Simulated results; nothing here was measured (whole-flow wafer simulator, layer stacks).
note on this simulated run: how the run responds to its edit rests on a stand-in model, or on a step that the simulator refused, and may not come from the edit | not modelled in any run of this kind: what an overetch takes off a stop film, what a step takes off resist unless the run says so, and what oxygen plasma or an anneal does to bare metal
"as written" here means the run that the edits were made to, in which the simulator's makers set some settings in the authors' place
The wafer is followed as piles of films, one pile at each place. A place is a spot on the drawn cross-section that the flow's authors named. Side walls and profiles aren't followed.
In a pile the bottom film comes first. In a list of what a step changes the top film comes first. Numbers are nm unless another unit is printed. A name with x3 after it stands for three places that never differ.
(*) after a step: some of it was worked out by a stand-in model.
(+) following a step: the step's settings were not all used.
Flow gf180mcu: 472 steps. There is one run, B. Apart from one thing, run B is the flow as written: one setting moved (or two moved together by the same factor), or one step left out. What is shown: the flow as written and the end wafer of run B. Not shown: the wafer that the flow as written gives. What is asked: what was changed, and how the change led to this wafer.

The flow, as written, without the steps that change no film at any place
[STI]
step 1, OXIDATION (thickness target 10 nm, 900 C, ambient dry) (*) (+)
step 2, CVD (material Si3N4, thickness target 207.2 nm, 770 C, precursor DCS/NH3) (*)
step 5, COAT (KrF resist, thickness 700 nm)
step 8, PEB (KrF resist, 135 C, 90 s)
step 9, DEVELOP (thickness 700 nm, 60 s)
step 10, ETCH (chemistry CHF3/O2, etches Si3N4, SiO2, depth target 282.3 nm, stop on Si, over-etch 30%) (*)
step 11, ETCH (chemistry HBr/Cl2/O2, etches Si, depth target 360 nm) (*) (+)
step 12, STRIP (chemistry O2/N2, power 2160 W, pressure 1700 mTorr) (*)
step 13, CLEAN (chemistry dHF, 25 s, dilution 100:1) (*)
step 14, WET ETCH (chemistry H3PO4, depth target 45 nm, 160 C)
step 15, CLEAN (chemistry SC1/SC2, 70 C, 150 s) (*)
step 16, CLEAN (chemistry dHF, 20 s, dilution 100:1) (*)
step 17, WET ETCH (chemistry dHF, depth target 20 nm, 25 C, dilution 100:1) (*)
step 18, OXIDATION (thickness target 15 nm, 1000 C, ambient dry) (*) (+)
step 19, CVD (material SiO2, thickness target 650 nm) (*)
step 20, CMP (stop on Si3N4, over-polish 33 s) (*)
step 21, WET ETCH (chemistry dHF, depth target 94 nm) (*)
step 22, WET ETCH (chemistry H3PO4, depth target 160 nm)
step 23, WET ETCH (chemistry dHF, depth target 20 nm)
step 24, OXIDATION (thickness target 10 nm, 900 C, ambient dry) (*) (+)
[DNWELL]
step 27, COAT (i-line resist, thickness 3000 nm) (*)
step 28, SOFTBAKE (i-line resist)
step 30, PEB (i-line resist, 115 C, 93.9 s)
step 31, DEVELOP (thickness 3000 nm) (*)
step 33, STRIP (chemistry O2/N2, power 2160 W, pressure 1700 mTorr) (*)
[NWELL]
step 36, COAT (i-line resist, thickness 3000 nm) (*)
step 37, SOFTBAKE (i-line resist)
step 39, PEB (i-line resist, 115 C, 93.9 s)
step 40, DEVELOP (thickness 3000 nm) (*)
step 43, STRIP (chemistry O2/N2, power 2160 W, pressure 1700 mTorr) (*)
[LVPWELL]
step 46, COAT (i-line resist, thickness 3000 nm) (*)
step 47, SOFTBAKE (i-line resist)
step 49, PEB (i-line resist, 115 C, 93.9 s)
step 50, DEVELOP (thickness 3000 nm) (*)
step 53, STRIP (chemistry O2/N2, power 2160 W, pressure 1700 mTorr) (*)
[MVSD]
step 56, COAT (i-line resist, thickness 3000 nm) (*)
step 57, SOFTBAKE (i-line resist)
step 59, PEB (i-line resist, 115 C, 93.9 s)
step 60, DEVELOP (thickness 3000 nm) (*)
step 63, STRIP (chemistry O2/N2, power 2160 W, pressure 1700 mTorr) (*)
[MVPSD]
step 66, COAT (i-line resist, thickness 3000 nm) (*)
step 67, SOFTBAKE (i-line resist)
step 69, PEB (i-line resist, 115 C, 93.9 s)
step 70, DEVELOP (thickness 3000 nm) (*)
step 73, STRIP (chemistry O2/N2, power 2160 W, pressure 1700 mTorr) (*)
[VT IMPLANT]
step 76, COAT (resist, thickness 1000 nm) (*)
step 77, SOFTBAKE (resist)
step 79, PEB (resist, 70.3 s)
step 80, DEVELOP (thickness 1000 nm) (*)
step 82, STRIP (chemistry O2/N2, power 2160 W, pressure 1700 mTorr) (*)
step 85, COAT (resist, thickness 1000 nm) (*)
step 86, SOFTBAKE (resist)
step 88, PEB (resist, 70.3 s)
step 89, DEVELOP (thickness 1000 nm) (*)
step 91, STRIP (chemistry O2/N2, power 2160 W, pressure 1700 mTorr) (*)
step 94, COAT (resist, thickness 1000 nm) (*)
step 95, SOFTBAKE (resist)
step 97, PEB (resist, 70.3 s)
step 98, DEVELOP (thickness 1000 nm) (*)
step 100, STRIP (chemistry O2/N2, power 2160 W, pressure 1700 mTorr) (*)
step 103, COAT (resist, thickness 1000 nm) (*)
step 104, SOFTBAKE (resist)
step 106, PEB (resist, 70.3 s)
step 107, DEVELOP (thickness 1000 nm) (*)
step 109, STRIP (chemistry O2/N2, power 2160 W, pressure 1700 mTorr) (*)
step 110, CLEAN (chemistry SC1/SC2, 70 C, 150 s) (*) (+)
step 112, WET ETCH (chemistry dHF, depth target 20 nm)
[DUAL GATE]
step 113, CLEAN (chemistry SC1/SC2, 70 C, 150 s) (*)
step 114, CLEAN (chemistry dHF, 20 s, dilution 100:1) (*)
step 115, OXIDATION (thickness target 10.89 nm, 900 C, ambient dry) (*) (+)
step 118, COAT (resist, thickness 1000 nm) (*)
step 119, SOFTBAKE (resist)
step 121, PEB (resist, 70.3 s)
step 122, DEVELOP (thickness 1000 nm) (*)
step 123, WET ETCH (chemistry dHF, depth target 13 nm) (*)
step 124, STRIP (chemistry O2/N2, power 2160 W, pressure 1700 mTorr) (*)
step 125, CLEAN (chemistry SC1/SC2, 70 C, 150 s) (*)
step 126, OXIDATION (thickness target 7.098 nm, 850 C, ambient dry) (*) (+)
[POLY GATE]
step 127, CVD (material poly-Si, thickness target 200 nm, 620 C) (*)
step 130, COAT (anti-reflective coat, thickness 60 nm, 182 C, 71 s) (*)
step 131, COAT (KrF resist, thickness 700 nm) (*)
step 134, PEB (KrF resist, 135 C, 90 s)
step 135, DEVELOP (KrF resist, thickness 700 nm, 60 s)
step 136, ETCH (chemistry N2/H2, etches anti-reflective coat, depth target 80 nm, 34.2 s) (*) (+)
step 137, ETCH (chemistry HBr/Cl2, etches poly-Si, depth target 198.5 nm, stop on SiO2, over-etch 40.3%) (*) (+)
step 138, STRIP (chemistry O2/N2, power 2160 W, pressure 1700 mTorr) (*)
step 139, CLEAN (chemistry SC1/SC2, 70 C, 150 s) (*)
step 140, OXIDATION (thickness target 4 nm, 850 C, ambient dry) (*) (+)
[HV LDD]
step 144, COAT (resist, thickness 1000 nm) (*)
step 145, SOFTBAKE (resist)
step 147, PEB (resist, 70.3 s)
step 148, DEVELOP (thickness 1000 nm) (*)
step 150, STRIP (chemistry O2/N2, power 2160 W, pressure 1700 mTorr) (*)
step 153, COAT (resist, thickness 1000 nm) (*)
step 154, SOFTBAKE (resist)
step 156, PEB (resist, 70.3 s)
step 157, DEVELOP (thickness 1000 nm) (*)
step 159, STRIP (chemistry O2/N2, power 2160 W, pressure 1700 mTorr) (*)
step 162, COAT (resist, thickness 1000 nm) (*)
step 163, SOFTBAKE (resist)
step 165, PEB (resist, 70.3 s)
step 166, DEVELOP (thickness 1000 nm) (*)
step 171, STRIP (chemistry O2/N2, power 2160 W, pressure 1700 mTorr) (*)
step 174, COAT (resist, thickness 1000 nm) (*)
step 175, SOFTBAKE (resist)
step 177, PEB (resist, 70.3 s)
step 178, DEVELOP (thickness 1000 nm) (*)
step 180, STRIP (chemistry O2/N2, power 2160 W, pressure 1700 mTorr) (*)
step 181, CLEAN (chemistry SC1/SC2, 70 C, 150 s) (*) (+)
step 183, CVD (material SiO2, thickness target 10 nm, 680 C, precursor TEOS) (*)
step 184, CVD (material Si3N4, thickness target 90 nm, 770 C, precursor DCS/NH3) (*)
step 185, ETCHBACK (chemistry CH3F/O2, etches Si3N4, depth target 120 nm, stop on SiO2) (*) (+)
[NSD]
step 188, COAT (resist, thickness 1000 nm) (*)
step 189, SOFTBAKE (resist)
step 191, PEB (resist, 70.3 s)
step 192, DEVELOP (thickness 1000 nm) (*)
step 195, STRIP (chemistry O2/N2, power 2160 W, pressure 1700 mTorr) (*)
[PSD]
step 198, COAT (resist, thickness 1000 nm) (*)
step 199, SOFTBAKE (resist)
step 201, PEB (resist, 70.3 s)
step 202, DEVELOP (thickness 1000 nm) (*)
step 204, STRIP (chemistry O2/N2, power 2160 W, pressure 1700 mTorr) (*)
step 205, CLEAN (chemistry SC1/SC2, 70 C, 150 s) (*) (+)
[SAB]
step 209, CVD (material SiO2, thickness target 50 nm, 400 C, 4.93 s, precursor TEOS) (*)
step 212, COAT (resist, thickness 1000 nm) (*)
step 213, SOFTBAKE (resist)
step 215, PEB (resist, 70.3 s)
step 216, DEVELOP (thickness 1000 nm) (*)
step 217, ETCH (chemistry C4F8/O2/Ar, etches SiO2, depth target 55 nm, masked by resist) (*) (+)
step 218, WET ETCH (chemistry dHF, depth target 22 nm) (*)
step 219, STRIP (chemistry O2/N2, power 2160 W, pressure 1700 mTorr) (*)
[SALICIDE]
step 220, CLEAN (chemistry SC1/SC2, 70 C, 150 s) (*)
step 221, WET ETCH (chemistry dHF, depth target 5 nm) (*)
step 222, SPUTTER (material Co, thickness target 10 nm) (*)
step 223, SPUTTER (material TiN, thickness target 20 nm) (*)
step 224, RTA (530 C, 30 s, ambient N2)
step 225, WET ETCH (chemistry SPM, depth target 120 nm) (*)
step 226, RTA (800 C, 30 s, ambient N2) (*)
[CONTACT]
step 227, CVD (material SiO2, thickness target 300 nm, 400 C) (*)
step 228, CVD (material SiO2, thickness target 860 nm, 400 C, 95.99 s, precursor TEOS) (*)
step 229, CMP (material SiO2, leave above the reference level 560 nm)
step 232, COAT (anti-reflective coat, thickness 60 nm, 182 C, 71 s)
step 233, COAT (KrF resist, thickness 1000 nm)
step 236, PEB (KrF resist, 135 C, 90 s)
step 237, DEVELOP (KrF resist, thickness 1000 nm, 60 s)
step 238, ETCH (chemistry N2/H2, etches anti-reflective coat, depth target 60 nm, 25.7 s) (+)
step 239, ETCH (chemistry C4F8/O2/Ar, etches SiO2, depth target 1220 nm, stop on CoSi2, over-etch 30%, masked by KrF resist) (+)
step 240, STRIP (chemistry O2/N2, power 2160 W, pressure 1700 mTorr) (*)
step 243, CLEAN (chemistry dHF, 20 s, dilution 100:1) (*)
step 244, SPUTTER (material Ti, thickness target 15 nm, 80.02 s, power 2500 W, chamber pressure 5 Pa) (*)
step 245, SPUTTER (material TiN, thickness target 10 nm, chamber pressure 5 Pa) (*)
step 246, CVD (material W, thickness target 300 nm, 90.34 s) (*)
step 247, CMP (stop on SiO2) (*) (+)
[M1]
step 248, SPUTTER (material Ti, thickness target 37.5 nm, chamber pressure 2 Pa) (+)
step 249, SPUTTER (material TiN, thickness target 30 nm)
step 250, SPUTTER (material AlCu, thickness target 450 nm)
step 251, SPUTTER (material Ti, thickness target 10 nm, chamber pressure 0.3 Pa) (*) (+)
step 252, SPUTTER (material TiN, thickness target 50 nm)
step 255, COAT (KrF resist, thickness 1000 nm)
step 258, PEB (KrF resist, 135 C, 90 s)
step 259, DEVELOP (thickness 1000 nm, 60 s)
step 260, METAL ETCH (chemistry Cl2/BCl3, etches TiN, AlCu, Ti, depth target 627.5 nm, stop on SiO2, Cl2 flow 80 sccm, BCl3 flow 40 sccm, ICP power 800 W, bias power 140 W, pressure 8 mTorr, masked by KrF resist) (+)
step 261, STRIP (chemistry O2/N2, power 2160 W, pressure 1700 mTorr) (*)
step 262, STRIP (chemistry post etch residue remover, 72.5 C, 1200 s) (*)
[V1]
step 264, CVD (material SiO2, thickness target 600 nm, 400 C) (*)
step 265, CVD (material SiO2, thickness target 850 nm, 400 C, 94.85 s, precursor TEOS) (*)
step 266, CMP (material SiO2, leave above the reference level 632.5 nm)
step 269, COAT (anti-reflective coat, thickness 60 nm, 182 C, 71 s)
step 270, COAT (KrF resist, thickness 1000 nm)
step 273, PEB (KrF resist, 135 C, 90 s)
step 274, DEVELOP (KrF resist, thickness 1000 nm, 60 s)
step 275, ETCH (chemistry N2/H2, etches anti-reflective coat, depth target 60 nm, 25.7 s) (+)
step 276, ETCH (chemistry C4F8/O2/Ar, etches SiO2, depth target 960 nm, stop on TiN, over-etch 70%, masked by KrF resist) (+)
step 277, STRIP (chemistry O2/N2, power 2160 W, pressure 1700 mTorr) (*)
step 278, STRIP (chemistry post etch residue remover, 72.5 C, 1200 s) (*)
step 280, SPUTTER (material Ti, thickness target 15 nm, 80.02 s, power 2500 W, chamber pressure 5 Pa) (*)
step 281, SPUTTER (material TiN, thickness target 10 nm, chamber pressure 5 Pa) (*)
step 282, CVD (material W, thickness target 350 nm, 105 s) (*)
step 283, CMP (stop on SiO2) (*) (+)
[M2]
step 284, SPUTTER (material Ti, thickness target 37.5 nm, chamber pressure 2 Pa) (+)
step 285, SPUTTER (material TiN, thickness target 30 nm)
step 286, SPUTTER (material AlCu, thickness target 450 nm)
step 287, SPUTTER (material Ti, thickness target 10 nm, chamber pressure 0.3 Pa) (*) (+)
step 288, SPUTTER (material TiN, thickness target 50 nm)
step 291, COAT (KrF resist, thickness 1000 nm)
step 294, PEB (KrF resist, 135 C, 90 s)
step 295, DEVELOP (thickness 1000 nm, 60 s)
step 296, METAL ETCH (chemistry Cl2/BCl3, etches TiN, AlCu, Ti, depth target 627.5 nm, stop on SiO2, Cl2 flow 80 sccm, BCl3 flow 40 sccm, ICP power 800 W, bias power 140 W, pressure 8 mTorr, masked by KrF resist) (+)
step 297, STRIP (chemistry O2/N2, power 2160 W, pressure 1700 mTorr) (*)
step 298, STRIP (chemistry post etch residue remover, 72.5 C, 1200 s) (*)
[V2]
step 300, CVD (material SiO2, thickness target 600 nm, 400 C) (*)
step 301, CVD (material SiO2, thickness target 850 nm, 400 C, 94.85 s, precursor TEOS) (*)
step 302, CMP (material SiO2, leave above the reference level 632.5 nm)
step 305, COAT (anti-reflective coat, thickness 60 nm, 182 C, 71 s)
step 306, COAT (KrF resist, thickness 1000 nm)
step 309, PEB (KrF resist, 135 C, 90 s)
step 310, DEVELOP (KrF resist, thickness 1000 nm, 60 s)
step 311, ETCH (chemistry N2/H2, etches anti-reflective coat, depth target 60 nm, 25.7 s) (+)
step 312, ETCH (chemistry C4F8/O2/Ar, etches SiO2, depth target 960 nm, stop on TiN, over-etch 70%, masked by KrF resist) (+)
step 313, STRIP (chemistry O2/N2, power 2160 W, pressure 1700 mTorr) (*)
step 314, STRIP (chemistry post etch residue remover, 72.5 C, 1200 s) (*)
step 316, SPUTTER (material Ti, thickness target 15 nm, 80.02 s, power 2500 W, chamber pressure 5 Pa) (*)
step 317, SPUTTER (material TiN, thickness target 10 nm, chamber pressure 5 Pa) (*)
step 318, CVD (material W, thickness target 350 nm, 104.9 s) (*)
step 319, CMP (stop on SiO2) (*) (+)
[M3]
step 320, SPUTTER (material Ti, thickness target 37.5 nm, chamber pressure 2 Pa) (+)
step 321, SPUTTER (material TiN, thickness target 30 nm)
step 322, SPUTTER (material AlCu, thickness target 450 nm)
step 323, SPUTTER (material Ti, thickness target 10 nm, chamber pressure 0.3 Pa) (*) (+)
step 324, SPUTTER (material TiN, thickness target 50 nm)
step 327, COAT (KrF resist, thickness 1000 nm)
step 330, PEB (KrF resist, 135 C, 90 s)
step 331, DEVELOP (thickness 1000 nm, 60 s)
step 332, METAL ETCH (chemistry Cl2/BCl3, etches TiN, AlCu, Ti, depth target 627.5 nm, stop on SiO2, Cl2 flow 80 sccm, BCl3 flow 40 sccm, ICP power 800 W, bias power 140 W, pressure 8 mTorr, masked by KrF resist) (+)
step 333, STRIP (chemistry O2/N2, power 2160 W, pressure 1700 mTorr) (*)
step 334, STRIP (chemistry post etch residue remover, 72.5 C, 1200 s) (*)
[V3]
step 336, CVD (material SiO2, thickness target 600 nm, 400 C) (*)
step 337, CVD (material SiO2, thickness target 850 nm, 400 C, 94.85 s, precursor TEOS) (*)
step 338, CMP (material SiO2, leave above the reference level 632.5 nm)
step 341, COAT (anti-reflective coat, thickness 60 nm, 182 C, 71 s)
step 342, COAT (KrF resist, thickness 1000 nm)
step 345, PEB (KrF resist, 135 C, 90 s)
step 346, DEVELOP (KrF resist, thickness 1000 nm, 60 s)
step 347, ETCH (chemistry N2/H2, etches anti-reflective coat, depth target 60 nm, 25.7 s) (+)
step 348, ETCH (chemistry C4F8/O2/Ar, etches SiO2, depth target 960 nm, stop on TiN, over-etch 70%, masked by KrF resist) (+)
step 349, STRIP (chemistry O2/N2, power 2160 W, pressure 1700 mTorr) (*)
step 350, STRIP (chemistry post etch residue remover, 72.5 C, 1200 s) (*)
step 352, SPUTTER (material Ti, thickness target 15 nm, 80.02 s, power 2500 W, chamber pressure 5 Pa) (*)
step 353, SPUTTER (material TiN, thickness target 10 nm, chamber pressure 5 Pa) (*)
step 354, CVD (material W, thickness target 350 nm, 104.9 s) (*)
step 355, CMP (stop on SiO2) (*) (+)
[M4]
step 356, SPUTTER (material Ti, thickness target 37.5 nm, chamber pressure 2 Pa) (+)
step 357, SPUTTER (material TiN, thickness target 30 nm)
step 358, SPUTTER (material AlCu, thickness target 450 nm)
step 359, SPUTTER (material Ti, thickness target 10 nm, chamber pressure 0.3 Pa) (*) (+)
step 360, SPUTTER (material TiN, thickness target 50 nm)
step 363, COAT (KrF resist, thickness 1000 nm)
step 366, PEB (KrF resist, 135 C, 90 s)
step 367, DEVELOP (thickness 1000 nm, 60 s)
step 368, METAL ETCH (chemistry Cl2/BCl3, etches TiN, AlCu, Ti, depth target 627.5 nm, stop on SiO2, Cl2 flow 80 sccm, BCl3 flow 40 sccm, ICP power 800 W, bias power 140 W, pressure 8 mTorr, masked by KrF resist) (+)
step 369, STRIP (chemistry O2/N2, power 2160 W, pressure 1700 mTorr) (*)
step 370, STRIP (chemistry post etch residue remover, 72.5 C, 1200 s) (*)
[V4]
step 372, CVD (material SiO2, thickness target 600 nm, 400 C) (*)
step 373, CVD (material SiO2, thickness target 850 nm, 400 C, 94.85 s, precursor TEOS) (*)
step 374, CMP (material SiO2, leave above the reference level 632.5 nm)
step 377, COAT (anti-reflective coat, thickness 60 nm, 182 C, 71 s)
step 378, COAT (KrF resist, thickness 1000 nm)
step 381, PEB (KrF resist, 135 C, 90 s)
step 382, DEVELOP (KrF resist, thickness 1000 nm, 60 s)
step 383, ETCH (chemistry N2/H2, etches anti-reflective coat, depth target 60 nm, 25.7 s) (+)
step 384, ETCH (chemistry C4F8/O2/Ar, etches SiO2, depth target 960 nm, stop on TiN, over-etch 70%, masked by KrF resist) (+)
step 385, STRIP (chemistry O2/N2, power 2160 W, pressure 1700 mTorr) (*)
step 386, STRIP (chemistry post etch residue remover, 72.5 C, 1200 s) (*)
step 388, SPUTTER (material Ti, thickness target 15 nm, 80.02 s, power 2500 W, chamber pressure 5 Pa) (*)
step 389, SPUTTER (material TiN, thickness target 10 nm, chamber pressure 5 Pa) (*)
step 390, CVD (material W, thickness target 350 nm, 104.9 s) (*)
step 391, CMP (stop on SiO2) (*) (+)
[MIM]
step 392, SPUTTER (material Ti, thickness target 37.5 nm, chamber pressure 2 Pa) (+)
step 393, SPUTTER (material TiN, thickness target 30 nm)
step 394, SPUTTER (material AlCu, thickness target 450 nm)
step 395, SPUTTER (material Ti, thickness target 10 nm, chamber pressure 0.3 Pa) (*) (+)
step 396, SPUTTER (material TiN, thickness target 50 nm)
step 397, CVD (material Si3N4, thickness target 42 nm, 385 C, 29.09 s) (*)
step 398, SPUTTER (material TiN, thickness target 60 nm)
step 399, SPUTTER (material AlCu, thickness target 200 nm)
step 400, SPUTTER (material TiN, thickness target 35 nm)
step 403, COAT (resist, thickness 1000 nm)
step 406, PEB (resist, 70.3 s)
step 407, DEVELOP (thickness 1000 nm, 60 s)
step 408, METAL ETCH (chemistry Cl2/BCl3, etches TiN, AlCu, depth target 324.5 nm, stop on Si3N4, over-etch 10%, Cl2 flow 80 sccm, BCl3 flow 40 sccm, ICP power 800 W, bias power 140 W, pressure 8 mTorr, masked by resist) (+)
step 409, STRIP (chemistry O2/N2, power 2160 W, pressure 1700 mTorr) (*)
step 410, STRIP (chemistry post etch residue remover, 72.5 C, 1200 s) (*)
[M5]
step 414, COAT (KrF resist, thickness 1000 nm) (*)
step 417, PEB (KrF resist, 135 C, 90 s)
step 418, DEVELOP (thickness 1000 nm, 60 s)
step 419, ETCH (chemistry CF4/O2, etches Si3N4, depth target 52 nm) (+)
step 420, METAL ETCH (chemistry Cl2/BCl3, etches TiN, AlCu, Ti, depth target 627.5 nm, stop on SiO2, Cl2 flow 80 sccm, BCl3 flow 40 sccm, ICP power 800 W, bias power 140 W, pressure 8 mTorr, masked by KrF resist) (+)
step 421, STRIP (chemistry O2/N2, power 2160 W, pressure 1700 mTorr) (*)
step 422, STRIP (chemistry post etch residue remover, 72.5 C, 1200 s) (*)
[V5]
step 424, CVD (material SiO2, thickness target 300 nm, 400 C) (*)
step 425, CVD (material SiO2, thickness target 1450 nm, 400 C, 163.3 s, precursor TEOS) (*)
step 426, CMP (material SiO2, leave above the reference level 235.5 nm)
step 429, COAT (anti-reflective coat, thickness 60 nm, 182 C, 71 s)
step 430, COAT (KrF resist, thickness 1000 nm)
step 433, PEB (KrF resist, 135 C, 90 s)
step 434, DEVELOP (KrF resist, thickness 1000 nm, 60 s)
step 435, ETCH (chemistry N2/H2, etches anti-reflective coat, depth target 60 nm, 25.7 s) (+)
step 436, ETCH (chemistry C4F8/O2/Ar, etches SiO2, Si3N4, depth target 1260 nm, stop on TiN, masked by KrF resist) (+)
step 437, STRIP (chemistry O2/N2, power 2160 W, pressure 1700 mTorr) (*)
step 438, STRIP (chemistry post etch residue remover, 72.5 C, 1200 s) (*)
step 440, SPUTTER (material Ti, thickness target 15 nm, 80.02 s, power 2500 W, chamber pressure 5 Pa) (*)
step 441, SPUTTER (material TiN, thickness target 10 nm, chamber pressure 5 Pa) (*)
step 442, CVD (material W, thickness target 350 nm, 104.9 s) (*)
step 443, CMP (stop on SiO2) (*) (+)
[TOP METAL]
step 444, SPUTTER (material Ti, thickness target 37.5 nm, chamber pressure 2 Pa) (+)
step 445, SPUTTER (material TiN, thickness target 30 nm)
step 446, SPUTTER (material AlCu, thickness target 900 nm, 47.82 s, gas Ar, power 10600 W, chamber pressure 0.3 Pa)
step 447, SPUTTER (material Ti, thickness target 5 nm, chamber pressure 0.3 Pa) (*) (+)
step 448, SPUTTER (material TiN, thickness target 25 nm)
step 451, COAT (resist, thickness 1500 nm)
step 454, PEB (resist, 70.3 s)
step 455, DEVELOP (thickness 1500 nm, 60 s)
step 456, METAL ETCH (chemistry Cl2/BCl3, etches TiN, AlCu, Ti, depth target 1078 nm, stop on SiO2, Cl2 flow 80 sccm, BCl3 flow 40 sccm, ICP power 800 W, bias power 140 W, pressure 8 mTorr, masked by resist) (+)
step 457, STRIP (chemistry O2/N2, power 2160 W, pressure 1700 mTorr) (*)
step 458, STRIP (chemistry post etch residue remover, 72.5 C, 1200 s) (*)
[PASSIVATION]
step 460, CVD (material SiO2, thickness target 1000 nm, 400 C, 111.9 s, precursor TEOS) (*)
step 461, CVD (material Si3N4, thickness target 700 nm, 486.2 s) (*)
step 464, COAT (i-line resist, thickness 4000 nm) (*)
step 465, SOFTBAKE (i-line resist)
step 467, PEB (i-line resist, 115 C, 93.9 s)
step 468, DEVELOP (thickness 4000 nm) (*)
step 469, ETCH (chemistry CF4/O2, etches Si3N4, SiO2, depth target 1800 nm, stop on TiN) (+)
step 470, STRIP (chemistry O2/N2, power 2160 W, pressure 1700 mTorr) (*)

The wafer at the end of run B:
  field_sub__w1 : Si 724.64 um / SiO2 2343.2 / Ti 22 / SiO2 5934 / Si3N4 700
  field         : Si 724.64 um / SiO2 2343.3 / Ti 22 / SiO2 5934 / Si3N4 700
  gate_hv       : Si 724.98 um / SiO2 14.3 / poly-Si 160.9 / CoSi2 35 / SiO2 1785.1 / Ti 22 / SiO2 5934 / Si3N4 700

Cause: step 286, SPUTTER: thickness target 522 nm was run, while the flow as written has thickness target 450 nm.

Step by step, how the change led to this:
  step 286, SPUTTER (material AlCu, thickness target 450 nm)
      field, field__w1, field__w2 and 108 more: AlCu gains 522 (new film) (it would be, as written: AlCu gains 450 (new film))
  step 296, METAL ETCH (chemistry Cl2/BCl3, etches TiN, AlCu, Ti, depth target 627.5 nm, stop on SiO2, Cl2 flow 80 sccm, BCl3 flow 40 sccm, ICP power 800 W, bias power 140 W, pressure 8 mTorr, masked by KrF resist) (+)
      field, field__w1, field__w2 and 103 more: TiN loses 50 (all of it), Ti loses 10 (all of it), AlCu loses 522 (all of it), TiN loses 30 (all of it), Ti loses 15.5 (it would be, as written: TiN loses 50 (all of it), Ti loses 10 (all of it), AlCu loses 450 (all of it), TiN loses 30 (all of it), Ti loses 37.5 (all of it))
  step 300, CVD (material SiO2, thickness target 600 nm, 400 C) (*)
      field, field__w1, field__w2 and 103 more: SiO2 gains 600 (new film) (it would be, as written: SiO2 gains 600)
  step 302, CMP (material SiO2, leave above the reference level 632.5 nm)
      field, field__w1, field__w2 and 103 more: SiO2 loses 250 (it would be, as written: SiO2 loses 300)
With metal films that touch counted as one body, field_sub__w1 has 1 body; the flow as written gives 0 bodies.
With metal films that touch counted as one body, field has 1 body; the flow as written gives 0 bodies.
With metal films that touch counted as one body, gate_hv has 2 bodies (between them, from the top down: SiO2 1785.1); the flow as written gives 1 body.
